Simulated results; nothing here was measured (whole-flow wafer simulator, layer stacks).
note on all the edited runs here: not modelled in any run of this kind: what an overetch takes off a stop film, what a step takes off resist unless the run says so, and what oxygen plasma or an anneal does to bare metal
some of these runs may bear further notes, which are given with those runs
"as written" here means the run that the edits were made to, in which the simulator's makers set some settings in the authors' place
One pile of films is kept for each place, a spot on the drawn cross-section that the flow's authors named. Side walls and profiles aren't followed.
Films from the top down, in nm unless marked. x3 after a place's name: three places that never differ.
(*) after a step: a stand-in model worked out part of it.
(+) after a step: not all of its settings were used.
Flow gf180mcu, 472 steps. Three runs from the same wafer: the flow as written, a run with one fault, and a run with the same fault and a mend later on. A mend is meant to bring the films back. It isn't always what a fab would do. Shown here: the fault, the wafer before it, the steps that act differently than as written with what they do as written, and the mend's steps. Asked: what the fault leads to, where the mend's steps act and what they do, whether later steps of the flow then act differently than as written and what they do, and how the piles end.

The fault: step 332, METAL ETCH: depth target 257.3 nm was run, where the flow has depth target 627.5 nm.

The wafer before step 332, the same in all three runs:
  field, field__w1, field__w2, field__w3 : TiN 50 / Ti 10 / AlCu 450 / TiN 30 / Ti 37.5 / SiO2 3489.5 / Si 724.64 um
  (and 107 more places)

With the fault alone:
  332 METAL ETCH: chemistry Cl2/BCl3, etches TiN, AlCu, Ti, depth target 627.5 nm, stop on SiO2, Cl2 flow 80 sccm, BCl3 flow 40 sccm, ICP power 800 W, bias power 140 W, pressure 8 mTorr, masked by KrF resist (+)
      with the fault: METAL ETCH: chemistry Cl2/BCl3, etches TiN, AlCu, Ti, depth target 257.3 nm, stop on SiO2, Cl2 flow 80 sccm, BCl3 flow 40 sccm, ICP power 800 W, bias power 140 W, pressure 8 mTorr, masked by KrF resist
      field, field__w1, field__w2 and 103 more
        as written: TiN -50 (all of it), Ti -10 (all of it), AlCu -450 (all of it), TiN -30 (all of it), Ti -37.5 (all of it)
        with the fault: TiN -50 (all of it), Ti -10 (all of it), AlCu -197.3
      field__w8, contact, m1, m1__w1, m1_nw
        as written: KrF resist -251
        with the fault: KrF resist -102.9
  Later steps of the flow that act differently than as written:
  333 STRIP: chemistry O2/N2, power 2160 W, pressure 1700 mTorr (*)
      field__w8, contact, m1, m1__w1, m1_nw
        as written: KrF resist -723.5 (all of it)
        with the fault: KrF resist -871.6 (all of it)
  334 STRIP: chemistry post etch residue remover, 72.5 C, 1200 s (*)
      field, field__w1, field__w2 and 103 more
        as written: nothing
        with the fault: AlCu -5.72
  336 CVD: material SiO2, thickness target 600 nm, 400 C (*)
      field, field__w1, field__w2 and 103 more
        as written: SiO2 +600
        with the fault: SiO2 +600 (new film)
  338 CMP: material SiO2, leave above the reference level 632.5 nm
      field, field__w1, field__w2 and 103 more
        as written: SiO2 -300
        with the fault: SiO2 -614.5
  At the end the piles differ from the flow's by more than 2% or 0.5 nm, whichever is larger, at field, field__w1, field__w2 and 104 more.
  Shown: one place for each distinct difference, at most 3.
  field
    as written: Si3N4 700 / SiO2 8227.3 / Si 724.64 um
    with the fault: Si3N4 700 / SiO2 4423.3 / AlCu 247 / TiN 30 / Ti 37.5 / SiO2 3489.5 / Si 724.64 um
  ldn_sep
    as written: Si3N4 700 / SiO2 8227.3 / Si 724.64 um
    with the fault: Si3N4 700 / SiO2 4423.3 / AlCu 247 / TiN 30 / Ti 37.5 / SiO2 3489.4 / Si 724.64 um
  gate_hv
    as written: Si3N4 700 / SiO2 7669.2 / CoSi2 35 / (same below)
    with the fault: Si3N4 700 / SiO2 4423.3 / AlCu 247 / TiN 30 / Ti 37.5 / SiO2 2931.3 / CoSi2 35 / (same below)

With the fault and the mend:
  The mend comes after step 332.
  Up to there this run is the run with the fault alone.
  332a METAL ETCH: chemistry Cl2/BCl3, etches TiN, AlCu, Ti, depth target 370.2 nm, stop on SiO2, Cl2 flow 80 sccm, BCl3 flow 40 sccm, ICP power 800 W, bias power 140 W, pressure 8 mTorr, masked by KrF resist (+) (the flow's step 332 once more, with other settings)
      field, field__w1, field__w2 and 103 more
        AlCu -252.7 (all of it), TiN -30 (all of it), Ti -37.5 (all of it)
      field__w8, contact, m1, m1__w1, m1_nw
        KrF resist -148.1
  No later step of the flow acts differently than as written at any place that is followed.
  At the end the piles are the same as the flow's at every place that both follow.
